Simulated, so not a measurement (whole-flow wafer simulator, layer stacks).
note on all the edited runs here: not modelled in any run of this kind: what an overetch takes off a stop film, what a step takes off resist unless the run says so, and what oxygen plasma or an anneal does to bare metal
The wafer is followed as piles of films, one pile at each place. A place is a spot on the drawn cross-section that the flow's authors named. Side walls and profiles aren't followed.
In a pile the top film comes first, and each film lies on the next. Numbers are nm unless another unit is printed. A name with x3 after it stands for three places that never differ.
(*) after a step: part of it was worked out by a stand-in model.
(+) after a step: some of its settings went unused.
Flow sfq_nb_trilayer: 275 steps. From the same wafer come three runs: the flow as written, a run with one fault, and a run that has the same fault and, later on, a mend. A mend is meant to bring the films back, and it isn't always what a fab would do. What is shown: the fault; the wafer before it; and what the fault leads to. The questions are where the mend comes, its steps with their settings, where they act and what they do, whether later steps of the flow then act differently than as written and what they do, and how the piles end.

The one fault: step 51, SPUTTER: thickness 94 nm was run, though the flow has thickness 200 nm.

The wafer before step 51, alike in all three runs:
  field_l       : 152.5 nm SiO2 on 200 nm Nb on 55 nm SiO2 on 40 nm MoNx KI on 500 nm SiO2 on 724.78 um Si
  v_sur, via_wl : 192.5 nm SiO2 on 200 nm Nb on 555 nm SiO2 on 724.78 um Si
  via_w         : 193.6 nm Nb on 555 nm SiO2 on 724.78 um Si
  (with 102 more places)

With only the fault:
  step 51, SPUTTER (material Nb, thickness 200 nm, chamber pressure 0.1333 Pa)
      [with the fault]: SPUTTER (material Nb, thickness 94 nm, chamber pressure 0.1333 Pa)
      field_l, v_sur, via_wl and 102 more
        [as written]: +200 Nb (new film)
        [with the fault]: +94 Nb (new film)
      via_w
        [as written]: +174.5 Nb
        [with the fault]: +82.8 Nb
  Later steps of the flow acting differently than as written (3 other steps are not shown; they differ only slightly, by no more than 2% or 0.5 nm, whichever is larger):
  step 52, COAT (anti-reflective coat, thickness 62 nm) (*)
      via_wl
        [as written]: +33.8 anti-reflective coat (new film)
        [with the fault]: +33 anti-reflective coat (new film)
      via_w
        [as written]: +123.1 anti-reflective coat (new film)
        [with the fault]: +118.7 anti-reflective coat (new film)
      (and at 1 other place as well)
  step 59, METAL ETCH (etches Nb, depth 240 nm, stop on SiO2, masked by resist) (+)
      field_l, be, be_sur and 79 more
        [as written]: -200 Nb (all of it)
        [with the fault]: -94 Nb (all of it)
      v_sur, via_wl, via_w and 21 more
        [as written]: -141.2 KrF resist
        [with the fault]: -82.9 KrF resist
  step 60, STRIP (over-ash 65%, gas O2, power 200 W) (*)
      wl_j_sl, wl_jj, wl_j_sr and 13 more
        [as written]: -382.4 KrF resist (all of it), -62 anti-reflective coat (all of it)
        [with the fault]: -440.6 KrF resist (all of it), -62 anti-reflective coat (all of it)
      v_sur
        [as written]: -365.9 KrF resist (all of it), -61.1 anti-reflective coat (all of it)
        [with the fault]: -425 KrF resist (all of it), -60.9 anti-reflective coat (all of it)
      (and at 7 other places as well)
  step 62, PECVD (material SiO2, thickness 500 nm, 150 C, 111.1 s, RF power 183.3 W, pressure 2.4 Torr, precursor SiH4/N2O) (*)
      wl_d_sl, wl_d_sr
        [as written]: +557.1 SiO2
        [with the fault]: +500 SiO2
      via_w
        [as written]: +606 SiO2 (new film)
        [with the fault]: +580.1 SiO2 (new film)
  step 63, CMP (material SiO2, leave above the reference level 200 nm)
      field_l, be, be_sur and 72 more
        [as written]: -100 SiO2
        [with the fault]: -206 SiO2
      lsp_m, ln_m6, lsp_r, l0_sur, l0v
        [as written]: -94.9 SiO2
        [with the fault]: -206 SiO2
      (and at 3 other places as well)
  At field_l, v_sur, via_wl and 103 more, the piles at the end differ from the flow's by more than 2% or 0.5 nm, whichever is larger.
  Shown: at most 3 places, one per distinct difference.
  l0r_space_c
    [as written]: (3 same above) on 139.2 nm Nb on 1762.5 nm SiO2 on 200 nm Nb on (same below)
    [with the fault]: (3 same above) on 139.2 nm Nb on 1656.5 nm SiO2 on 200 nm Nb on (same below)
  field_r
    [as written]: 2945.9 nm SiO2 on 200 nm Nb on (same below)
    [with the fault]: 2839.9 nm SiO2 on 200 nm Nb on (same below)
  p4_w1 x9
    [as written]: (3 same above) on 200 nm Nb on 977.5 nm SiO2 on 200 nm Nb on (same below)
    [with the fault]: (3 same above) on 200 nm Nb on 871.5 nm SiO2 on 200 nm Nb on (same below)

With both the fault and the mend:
  The mend follows step 57.
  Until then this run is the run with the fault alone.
  step 57a, STRIP (over-ash 65%, gas O2, power 200 W) (*)
      p4_fl x3, p4_w1 x9, p4_g1 x2 and 47 more
        -62 anti-reflective coat (all of it)
      wl_j_sl, wl_jj, wl_j_sr and 13 more
        -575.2 KrF resist (all of it), -62 anti-reflective coat (all of it)
      r_sur, res, r_end and 8 more
        -61.8 anti-reflective coat (all of it)
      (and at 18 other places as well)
  step 57b, SPUTTER (material Nb, thickness 106 nm, chamber pressure 0.1333 Pa) (a further turn of the flow's step 51, with different settings)
      field_l, v_sur, via_wl and 102 more
        +106 Nb
      via_w
        +87.4 Nb
  step 57c, COAT (anti-reflective coat, thickness 62 nm) (*) (a further turn of the flow's step 52)
      p4_fl x3, p4_w1 x9, p4_g1 x2 and 63 more
        +62 anti-reflective coat (new film)
      r_sur, res, r_end and 9 more
        +61.8 anti-reflective coat (new film)
      jj_sur, ce_l, c5j, ce_r, sp_r, be_r
        +61.7 anti-reflective coat (new film)
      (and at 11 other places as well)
  step 57d, COAT (KrF resist, thickness 600 nm) (*) (a further turn of the flow's step 53)
      p4_fl x3, p4_w1 x9, p4_g1 x2 and 63 more
        +600 KrF resist (new film)
      res, r_end, moat, field_r, l0_sur
        +599.4 KrF resist (new film)
      lsp_l, ln_m5, lsp_m, ln_m6, lsp_r
        +599.5 KrF resist (new film)
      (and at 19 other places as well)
  step 57e, SOFTBAKE (KrF resist) (a further turn of the flow's step 54)
      does not change any film at any place that is followed
  step 57f, EXPOSE (photomask M1, dose 12.11 mJ/cm2, NA 0.6, wavelength 248 nm) (*) (a further turn of the flow's step 55)
      does not change any film at any place that is followed
  step 57g, PEB (KrF resist, 90 s) (a further turn of the flow's step 56)
      wire, be, be_sur and 96 more
        -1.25 KrF resist
      field_l, via_v
        -1.24 KrF resist
      via_wl, via_wr
        -1.26 KrF resist
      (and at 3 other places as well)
  step 57h, DEVELOP (KrF resist, thickness 600 nm, 60 s) (a further turn of the flow's step 57)
      p4_fl x3, p4_w1 x9, p4_g1 x2 and 47 more
        -598.7 KrF resist (all of it)
      v_sur, via_wl, via_w and 21 more
        -23.5 KrF resist
      moat, field_r, lsp_l, lsp_m, ln_m6, lsp_r, l0_sur
        -598.2 KrF resist (all of it)
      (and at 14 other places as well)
  None of the later steps of the flow differs from how it acts as written, at any place that is followed, by more than 2% or 0.5 nm, whichever is larger.
  When the end is reached, the piles differ only a little from the flow's at the places that both follow, at most by 2% or 0.5 nm, whichever is larger.
